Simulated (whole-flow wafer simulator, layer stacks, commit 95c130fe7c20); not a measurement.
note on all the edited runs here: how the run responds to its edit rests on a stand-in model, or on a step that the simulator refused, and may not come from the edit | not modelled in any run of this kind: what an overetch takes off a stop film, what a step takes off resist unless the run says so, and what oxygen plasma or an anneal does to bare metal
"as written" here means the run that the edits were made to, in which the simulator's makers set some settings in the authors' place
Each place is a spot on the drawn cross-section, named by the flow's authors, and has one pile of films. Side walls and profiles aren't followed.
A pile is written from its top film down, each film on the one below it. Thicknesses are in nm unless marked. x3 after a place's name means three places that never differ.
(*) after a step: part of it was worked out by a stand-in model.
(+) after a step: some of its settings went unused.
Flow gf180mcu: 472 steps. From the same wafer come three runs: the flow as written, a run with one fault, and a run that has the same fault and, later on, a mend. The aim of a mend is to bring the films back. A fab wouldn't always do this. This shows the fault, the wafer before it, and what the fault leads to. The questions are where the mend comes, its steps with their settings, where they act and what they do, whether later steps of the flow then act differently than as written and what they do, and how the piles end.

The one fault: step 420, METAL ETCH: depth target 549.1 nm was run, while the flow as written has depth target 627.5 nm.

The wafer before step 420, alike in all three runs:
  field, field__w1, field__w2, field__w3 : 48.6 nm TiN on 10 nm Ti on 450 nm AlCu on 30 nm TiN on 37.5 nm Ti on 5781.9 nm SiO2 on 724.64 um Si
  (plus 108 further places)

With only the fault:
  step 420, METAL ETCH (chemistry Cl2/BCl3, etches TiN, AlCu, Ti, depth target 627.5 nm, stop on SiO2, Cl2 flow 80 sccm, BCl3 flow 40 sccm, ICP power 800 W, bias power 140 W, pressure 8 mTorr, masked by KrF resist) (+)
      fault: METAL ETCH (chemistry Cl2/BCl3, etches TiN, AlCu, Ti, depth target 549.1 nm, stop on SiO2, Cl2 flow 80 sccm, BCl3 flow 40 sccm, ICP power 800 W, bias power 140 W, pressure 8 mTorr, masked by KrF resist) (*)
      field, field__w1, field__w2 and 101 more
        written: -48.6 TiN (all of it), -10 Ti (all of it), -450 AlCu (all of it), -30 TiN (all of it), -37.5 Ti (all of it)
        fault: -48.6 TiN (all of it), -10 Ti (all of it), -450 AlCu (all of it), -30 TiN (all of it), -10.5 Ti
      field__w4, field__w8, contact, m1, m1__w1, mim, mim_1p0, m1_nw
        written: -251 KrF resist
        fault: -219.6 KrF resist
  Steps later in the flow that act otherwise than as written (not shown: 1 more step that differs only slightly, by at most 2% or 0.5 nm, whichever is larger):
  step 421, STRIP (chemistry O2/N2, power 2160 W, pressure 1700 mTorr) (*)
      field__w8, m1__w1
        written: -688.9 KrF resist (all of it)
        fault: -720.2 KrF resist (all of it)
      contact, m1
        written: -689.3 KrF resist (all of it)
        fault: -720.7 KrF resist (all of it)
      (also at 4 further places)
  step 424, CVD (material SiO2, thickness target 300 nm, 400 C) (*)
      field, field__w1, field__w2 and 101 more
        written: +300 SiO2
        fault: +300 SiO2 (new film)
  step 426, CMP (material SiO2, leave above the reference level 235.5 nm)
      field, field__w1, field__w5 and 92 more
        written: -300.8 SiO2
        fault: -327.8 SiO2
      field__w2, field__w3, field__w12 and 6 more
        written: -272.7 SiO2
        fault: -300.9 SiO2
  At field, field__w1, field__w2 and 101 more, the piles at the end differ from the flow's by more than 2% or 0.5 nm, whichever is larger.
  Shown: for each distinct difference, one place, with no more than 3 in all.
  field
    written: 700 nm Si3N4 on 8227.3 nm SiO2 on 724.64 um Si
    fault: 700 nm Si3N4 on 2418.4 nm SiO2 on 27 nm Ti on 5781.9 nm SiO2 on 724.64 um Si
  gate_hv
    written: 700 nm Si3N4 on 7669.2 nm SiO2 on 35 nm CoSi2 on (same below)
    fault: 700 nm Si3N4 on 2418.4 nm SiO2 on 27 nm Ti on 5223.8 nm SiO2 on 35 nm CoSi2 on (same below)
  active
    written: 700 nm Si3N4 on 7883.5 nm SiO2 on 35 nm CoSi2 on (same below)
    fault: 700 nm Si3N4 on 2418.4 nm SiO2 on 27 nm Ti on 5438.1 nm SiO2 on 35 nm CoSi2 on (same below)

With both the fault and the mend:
  The mend follows step 420.
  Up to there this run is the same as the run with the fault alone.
  step 420a, METAL ETCH (chemistry Cl2/BCl3, etches TiN, AlCu, Ti, depth target 78.4 nm, stop on SiO2, Cl2 flow 80 sccm, BCl3 flow 40 sccm, ICP power 800 W, bias power 140 W, pressure 8 mTorr, masked by KrF resist) (+) (the flow's step 420 again, with other settings)
      field, field__w1, field__w2 and 101 more
        -27 Ti (all of it)
      field__w4, field__w8, contact, m1, m1__w1, mim, mim_1p0, m1_nw
        -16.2 KrF resist
  Steps later in the flow that act otherwise than as written:
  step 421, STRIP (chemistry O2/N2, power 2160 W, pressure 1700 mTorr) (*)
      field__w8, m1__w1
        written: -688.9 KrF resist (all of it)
        mend: -704 KrF resist (all of it)
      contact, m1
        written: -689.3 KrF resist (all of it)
        mend: -704.5 KrF resist (all of it)
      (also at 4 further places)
  By the end, the piles equal the flow's at every place that both follow.
